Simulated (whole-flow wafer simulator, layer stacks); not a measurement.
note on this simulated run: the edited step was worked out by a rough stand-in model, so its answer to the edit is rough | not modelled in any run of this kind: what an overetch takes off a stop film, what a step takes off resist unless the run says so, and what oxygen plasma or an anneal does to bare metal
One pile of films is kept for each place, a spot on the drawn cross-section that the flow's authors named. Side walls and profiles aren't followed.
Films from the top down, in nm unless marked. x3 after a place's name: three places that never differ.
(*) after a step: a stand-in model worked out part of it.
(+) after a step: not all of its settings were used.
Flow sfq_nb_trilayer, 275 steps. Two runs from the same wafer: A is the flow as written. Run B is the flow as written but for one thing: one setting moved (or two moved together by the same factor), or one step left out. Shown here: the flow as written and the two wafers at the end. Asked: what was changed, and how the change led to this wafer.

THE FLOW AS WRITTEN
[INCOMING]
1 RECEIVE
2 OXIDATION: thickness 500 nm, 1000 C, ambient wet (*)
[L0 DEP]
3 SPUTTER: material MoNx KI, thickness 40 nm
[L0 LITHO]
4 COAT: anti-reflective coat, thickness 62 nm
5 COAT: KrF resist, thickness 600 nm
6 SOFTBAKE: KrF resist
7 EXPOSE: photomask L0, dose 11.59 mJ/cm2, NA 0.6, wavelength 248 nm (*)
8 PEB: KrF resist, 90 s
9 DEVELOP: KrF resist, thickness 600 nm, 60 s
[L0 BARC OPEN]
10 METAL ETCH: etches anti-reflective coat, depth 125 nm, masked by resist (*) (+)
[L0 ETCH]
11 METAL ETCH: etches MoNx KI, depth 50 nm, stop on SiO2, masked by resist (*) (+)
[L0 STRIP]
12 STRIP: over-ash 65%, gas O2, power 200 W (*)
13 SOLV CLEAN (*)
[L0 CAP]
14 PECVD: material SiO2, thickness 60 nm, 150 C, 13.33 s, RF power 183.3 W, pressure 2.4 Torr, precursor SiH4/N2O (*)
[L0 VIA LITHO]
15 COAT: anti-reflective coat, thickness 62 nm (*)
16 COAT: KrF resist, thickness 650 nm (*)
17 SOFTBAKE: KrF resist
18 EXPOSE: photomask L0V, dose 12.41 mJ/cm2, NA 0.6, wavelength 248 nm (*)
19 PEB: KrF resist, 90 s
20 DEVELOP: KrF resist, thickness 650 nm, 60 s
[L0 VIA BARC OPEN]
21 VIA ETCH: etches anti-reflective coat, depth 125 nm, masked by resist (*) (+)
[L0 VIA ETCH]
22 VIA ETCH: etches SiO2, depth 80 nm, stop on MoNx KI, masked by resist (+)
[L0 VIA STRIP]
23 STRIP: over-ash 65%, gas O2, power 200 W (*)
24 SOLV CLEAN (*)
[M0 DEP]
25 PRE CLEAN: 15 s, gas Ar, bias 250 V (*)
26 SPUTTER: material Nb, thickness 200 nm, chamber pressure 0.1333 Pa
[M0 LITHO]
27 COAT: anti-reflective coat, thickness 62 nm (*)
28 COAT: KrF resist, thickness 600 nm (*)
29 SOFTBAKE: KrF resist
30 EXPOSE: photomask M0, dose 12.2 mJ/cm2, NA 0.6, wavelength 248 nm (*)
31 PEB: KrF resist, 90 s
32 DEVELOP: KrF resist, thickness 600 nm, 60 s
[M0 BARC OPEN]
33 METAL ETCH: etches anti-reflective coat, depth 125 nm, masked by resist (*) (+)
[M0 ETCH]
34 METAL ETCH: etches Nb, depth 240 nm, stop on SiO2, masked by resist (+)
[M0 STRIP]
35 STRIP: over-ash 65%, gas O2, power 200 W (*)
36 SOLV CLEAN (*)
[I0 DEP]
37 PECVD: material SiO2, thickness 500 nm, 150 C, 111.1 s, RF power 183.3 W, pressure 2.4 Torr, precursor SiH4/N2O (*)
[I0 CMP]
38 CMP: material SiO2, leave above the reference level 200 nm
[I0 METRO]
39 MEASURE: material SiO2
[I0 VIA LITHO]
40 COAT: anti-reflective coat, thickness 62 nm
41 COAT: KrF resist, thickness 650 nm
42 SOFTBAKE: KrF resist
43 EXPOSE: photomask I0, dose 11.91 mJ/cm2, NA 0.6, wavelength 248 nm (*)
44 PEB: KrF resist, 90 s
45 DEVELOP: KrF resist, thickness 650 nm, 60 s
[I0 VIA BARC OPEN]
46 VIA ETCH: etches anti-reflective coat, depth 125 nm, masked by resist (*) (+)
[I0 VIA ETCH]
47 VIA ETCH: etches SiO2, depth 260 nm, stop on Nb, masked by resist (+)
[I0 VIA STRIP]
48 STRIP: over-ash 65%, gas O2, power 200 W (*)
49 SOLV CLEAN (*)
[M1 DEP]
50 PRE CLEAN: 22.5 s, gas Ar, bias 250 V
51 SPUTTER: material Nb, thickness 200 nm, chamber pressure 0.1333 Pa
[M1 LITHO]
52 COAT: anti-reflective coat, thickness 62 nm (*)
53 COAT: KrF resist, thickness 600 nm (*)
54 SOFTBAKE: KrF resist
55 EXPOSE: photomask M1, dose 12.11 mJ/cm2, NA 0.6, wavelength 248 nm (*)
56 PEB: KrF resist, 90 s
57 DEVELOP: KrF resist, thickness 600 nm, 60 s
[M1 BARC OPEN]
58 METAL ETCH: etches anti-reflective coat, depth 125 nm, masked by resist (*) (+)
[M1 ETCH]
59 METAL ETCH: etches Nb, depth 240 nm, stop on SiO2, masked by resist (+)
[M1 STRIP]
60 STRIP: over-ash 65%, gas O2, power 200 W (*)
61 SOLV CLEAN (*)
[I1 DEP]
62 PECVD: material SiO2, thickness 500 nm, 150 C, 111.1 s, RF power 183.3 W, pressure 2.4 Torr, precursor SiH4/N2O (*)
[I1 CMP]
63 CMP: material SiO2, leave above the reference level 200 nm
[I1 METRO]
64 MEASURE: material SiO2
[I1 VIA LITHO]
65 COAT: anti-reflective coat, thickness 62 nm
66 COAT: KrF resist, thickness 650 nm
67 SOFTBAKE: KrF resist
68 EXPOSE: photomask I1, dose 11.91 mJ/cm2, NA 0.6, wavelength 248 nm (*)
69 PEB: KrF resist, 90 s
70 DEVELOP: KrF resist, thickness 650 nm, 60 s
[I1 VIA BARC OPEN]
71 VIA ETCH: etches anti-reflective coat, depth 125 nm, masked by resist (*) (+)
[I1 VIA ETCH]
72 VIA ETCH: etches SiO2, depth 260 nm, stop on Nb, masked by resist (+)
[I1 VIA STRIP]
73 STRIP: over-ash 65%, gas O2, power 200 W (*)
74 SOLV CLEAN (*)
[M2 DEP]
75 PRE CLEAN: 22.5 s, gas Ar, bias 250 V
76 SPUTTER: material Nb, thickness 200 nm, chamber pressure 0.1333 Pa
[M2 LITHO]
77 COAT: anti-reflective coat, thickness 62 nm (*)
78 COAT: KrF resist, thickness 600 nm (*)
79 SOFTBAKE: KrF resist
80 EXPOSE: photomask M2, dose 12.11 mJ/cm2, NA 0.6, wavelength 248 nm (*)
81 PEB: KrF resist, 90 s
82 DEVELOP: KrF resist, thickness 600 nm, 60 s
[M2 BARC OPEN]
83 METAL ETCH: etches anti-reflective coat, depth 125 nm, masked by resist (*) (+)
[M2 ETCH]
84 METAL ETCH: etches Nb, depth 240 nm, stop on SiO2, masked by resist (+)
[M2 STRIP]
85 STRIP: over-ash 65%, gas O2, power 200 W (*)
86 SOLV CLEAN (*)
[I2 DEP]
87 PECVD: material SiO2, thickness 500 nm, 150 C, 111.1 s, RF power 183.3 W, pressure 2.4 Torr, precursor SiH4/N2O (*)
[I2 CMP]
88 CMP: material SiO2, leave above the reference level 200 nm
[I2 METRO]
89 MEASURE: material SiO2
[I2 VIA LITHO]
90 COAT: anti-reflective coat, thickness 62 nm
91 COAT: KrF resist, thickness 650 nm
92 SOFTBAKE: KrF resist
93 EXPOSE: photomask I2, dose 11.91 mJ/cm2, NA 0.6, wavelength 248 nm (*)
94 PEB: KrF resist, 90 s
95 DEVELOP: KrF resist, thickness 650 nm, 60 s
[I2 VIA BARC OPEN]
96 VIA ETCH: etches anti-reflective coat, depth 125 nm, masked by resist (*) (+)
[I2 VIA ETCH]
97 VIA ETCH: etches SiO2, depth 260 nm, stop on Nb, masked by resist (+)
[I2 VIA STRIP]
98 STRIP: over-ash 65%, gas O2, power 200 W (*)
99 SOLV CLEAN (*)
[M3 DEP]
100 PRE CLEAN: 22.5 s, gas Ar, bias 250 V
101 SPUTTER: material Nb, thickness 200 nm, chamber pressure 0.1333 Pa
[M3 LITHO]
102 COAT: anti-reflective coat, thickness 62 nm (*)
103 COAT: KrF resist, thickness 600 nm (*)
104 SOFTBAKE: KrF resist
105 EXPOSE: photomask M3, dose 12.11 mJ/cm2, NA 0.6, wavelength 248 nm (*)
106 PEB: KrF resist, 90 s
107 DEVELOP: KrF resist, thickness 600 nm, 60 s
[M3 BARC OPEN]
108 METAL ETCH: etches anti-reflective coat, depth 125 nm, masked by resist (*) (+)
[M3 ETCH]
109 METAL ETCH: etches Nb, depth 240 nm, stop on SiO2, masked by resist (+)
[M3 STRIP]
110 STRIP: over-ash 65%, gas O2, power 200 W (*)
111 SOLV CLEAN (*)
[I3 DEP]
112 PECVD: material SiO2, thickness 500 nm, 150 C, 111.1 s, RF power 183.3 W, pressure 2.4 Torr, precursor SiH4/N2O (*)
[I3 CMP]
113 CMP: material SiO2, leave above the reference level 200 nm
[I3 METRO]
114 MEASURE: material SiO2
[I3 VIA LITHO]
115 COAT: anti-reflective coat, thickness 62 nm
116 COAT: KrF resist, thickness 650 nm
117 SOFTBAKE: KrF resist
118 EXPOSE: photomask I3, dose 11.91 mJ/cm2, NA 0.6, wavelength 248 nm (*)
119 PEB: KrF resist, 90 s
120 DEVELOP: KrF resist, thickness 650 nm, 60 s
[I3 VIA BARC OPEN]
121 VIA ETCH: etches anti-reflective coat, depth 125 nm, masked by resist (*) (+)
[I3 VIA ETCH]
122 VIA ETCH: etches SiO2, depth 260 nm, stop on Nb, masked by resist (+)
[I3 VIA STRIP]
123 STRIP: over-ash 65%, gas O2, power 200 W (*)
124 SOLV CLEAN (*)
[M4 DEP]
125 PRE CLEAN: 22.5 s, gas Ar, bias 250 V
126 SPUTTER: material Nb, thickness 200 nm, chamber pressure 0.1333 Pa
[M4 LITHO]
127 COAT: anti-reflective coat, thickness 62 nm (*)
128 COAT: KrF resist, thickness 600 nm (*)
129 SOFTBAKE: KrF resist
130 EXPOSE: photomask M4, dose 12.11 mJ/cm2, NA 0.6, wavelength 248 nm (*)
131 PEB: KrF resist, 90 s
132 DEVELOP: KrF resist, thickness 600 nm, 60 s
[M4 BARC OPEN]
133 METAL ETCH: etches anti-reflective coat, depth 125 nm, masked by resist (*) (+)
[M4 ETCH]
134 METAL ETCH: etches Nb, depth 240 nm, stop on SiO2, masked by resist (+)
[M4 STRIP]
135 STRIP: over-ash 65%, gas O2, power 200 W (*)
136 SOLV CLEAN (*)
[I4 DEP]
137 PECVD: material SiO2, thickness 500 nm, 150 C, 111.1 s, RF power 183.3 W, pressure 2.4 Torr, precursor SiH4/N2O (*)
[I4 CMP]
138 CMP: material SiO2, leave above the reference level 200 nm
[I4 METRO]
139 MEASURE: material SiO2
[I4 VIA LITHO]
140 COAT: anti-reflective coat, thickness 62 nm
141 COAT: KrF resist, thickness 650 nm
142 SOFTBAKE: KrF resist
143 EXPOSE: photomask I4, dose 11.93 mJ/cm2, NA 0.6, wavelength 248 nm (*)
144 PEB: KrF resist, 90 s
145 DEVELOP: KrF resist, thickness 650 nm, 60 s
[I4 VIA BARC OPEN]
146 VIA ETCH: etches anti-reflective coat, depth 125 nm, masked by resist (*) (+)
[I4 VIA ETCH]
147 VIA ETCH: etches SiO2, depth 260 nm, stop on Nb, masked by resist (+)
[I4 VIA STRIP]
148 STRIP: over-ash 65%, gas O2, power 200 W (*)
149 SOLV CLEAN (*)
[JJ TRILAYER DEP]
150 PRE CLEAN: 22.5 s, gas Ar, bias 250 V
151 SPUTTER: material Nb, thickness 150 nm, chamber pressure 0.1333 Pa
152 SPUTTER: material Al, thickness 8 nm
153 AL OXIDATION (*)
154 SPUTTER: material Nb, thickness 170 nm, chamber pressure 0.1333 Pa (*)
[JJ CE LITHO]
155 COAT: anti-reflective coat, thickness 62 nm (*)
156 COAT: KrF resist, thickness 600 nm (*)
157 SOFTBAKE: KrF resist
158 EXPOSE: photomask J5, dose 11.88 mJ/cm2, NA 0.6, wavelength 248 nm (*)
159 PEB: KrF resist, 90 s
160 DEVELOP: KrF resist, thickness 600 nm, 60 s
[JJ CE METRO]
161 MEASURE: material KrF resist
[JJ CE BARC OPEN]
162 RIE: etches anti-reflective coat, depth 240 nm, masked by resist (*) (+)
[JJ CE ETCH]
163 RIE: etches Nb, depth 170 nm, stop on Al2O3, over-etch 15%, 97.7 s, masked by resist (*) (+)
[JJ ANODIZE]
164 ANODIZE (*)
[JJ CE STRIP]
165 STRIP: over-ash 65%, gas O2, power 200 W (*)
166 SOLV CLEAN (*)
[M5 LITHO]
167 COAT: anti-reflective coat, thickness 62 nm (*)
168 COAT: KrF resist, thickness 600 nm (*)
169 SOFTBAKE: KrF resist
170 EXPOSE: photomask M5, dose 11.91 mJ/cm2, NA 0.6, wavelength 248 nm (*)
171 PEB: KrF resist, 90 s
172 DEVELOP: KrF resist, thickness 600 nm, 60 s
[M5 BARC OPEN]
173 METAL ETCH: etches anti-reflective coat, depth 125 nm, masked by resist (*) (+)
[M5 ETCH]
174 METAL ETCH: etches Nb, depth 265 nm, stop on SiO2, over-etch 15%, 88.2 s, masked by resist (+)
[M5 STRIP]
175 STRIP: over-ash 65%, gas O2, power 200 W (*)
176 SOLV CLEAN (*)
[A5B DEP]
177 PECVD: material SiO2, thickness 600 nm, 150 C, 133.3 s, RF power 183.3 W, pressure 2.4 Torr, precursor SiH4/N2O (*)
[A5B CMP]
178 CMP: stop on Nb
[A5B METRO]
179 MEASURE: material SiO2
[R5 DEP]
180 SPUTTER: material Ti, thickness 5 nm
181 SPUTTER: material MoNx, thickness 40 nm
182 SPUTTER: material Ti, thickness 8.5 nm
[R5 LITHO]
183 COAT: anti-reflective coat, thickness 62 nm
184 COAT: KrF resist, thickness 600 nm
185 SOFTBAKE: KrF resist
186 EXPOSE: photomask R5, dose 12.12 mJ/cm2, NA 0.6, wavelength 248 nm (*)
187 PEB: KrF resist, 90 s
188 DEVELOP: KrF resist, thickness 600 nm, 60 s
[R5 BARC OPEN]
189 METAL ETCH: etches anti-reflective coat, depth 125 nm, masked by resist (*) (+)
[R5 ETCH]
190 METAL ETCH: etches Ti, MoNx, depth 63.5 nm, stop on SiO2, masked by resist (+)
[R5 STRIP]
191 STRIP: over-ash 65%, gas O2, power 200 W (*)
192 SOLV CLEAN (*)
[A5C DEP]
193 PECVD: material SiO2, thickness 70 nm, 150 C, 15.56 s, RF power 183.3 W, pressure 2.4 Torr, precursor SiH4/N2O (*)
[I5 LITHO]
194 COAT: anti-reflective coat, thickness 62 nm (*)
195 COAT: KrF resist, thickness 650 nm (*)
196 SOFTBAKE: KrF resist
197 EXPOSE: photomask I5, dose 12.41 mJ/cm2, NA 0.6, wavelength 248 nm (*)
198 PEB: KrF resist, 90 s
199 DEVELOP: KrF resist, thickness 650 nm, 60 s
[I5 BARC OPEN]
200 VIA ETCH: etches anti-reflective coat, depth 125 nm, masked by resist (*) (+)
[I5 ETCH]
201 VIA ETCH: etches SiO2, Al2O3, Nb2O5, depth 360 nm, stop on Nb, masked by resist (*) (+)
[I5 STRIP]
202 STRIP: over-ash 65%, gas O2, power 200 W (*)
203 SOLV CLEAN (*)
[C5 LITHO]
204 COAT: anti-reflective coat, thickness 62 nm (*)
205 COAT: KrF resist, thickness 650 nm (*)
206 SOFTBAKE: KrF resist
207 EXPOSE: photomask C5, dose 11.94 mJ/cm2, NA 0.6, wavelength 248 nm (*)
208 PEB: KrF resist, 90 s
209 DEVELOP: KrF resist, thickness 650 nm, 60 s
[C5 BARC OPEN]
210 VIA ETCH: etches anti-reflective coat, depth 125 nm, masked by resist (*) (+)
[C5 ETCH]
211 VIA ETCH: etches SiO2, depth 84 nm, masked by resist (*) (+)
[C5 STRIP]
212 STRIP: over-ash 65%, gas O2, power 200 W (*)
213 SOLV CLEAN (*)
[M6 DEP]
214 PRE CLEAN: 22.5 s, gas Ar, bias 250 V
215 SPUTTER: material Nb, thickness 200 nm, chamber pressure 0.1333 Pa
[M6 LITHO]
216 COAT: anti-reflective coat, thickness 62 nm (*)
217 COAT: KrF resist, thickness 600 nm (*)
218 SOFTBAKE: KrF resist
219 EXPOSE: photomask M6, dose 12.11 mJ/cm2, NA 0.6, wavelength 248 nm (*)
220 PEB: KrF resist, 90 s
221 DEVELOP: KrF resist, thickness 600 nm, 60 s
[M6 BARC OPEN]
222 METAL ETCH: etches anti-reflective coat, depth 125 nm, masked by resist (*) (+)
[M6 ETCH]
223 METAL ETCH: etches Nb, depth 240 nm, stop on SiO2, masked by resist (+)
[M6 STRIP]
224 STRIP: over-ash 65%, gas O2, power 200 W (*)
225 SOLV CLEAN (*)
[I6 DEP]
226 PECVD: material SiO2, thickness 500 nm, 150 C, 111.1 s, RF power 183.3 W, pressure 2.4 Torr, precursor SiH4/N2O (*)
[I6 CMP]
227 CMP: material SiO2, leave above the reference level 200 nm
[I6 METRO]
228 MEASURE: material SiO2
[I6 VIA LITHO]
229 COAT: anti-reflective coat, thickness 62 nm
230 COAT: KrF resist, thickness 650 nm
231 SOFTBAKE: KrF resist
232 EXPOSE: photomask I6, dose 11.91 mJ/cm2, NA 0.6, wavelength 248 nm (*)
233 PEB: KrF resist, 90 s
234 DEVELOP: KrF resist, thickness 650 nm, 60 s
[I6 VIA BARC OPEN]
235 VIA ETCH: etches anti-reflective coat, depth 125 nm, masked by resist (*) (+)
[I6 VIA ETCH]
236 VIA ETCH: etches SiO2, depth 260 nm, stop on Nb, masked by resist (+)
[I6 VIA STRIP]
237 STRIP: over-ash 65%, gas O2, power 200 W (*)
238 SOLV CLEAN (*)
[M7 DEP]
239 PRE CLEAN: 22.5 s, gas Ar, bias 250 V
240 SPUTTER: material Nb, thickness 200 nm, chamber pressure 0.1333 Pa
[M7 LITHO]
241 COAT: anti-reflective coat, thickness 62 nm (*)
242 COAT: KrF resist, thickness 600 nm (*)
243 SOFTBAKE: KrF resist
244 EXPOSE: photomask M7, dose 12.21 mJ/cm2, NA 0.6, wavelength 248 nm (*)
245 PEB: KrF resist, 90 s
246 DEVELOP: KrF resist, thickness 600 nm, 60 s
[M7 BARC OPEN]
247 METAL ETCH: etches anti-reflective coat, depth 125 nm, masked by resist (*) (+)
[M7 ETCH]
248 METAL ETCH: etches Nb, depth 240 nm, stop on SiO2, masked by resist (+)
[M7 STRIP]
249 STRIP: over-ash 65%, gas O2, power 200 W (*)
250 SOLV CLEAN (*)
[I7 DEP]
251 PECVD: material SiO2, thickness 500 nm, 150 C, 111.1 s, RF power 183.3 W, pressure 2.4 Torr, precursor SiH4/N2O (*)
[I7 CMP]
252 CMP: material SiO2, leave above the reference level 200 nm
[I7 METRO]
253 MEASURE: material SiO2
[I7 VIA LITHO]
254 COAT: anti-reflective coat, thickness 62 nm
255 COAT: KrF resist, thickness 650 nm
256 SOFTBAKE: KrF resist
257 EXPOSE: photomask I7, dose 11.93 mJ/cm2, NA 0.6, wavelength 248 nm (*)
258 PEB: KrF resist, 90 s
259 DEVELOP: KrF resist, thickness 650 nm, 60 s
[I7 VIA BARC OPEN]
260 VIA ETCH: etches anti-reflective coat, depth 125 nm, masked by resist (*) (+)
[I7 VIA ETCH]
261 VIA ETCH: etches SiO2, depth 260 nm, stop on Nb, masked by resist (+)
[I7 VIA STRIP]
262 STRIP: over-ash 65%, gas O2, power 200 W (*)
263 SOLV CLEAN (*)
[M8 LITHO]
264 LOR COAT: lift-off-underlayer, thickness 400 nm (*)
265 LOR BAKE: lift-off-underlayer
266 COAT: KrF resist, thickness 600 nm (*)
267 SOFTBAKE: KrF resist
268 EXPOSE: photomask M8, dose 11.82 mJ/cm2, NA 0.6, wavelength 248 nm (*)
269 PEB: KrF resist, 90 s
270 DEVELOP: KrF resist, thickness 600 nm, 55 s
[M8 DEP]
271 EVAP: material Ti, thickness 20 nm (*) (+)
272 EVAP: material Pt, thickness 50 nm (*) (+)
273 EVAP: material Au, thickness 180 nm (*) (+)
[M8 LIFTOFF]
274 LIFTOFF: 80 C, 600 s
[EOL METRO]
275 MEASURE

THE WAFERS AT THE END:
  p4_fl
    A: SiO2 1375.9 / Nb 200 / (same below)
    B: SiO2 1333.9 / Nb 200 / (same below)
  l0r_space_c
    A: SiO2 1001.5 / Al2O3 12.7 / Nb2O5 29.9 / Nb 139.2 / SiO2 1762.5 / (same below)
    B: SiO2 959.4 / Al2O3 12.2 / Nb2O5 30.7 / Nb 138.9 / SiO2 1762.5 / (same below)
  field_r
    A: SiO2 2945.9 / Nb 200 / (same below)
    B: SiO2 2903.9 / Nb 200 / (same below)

The cause: step 154, SPUTTER: thickness 128 nm was run, where the flow has thickness 170 nm.

How the change led to this, step by step:
  154 SPUTTER: material Nb, thickness 170 nm, chamber pressure 0.1333 Pa (*)
      field_l, v_sur, via_sp and 100 more: A Nb +170 (new film) | B Nb +128 (new film)
      via_wl, via_wr: A Nb +140.7 (new film) | B Nb +105.8 (new film)
      (and at 1 more place)
  155 COAT: anti-reflective coat, thickness 62 nm (*)
      via_wl, via_wr: A anti-reflective coat +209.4 (new film) | B anti-reflective coat +198.7 (new film)
      via_w: A anti-reflective coat +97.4 (new film) | B anti-reflective coat +94.1 (new film)
  162 RIE: etches anti-reflective coat, depth 240 nm, masked by resist (*) (+)
      ce_l, c5j, ce_r, wl_jj: A KrF resist -209.4 | B KrF resist -198.7
      via_wl, via_wr: A anti-reflective coat -209.4 (all of it) | B anti-reflective coat -198.7 (all of it)
      (and at 1 more place)
  163 RIE: etches Nb, depth 170 nm, stop on Al2O3, over-etch 15%, 97.7 s, masked by resist (*) (+)
      field_l, v_sur, via_sp and 96 more: A Nb -170 (all of it), Al2O3 -0.51 | B Nb -128 (all of it), Al2O3 -0.96 (all of it)
      via_wl, via_wr: A Nb -140.7 (all of it), Al2O3 -0.96 (all of it) | B Nb -105.8 (all of it), Al2O3 -0.96 (all of it)
      (and at 1 more place)
  164 ANODIZE (*)
      field_l, v_sur, via_sp and 96 more: A Al2O3 +12.2, Nb2O5 +29.9 (new film), Al -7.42 (all of it), Nb -10.8 | B Al2O3 +12.2 (new film), Nb2O5 +30.7 (new film), Al -7.42 (all of it), Nb -11.1
  165 STRIP: over-ash 65%, gas O2, power 200 W (*)
      ce_l: A KrF resist -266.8 (all of it), anti-reflective coat -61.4 (all of it) | B KrF resist -277.5 (all of it), anti-reflective coat -61.4 (all of it)
      c5j: A KrF resist -266.9 (all of it), anti-reflective coat -61.5 (all of it) | B KrF resist -277.5 (all of it), anti-reflective coat -61.5 (all of it)
      (and at 2 more places)
  167 COAT: anti-reflective coat, thickness 62 nm (*)
      wl_j_sl, wl_j_sr: A anti-reflective coat +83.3 (new film) | B anti-reflective coat +77.9 (new film)
      gap: A anti-reflective coat +58.9 (new film) | B anti-reflective coat +60.2 (new film)
      (and at 7 more places)
  168 COAT: KrF resist, thickness 600 nm (*)
      ce_l: A KrF resist +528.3 (new film) | B KrF resist +553.8 (new film)
      c5j: A KrF resist +507.6 (new film) | B KrF resist +534.4 (new film)
      (and at 2 more places)
  174 METAL ETCH: etches Nb, depth 265 nm, stop on SiO2, over-etch 15%, 88.2 s, masked by resist (+)
      field_l, r_sur, res and 50 more: A Al2O3 -12.6 (all of it), Nb2O5 -29.9 (all of it), Nb -139.2 (all of it), SiO2 -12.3 | B Al2O3 -12.2 (all of it), Nb2O5 -30.7 (all of it), Nb -138.9 (all of it), SiO2 -12.3
  175 STRIP: over-ash 65%, gas O2, power 200 W (*)
      wl_j_sl, wl_j_sr: A KrF resist -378 (all of it), anti-reflective coat -83.3 (all of it) | B KrF resist -374.7 (all of it), anti-reflective coat -77.9 (all of it)
      gap: A KrF resist -383.4 (all of it), anti-reflective coat -58.9 (all of it) | B KrF resist -378.5 (all of it), anti-reflective coat -60.2 (all of it)
      (and at 7 more places)
  178 CMP: stop on Nb
      v_sur, via_sp, via_v and 43 more: A SiO2 -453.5 | B SiO2 -495.6
      field_l, p4_fl, p4_fm and 39 more: A SiO2 -259.3 | B SiO2 -301.3
      (and at 14 more places)
  201 VIA ETCH: etches SiO2, Al2O3, Nb2O5, depth 360 nm, stop on Nb, masked by resist (*) (+)
      be: A SiO2 -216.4 (all of it), Al2O3 -12.7 (all of it), Nb2O5 -29.9 (all of it) | B SiO2 -174.3 (all of it), Al2O3 -12.2 (all of it), Nb2O5 -30.7 (all of it)
  204 COAT: anti-reflective coat, thickness 62 nm (*)
      wire: A anti-reflective coat +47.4 (new film) | B anti-reflective coat +48.7 (new film)
      be: A anti-reflective coat +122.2 (new film) | B anti-reflective coat +116 (new film)
      (and at 1 more place)
  205 COAT: KrF resist, thickness 650 nm (*)
      be: A KrF resist +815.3 (new film) | B KrF resist +785.5 (new film)
  212 STRIP: over-ash 65%, gas O2, power 200 W (*)
      wire: A KrF resist -555.8 (all of it), anti-reflective coat -47.4 (all of it) | B KrF resist -558.1 (all of it), anti-reflective coat -48.7 (all of it)
      be: A KrF resist -728.2 (all of it), anti-reflective coat -122.2 (all of it) | B KrF resist -698.4 (all of it), anti-reflective coat -116 (all of it)
      (and at 1 more place)
  215 SPUTTER: material Nb, thickness 200 nm, chamber pressure 0.1333 Pa
      be: A Nb +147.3 | B Nb +157
  ... 3 more steps ...
  226 PECVD: material SiO2, thickness 500 nm, 150 C, 111.1 s, RF power 183.3 W, pressure 2.4 Torr, precursor SiH4/N2O (*)
      be: A SiO2 +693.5 (new film) | B SiO2 +642.2 (new film)
